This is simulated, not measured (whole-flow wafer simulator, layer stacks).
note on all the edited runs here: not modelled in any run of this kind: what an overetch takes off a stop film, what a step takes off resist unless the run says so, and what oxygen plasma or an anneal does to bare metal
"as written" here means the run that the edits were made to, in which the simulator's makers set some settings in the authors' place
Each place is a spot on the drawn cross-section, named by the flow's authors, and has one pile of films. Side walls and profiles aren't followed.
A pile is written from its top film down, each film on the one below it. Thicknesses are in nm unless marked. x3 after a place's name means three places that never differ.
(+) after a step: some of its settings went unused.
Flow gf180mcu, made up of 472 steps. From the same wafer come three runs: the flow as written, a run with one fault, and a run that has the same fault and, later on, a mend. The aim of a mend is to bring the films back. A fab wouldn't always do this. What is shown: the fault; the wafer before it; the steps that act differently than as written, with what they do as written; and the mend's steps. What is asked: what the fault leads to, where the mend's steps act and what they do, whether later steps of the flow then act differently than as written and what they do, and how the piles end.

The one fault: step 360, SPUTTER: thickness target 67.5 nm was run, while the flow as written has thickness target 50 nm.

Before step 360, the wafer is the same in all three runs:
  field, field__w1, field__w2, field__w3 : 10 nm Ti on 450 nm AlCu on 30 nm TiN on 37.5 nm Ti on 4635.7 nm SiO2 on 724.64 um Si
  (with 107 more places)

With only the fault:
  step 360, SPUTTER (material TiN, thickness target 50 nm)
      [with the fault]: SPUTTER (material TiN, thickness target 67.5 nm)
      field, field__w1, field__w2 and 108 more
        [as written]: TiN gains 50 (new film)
        [with the fault]: TiN gains 67.5 (new film)
  Later steps of the flow acting differently than as written (5 other steps are not shown; they differ only slightly, by no more than 2% or 0.5 nm, whichever is larger):
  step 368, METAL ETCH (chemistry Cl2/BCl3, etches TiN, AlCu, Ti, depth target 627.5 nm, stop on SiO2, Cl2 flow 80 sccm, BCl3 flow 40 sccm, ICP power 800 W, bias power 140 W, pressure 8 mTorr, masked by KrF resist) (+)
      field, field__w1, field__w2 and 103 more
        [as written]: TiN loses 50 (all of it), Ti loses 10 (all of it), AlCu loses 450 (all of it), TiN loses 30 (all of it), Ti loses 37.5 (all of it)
        [with the fault]: TiN loses 67.5 (all of it), Ti loses 10 (all of it), AlCu loses 450 (all of it), TiN loses 30 (all of it), Ti loses 37.5 (all of it)
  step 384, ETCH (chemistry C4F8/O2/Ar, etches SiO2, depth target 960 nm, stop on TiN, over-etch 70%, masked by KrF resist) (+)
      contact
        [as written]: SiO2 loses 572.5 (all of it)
        [with the fault]: SiO2 loses 555 (all of it)
  By the end, the piles at field__w8, contact, m1, m1__w1, m1_nw depart from the flow's by more than 2% or 0.5 nm, whichever is larger.
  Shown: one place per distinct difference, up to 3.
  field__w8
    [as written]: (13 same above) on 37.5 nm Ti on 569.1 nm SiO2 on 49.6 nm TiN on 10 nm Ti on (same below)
    [with the fault]: (13 same above) on 37.5 nm Ti on 551.6 nm SiO2 on 67.1 nm TiN on 10 nm Ti on (same below)
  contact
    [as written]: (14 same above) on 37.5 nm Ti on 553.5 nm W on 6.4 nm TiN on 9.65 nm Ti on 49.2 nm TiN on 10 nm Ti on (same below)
    [with the fault]: (14 same above) on 37.5 nm Ti on 535.8 nm W on 6.47 nm TiN on 9.75 nm Ti on 66.7 nm TiN on 10 nm Ti on (same below)

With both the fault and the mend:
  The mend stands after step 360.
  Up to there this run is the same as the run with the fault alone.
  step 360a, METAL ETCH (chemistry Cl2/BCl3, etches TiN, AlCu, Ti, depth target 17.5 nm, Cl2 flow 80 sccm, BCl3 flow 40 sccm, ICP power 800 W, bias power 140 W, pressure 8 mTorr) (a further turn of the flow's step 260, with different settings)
      field, field__w1, field__w2 and 108 more
        TiN loses 17.5
  Later steps of the flow that are run all act as written at every place that is followed.
  By the end, the piles equal the flow's at every place that both follow.
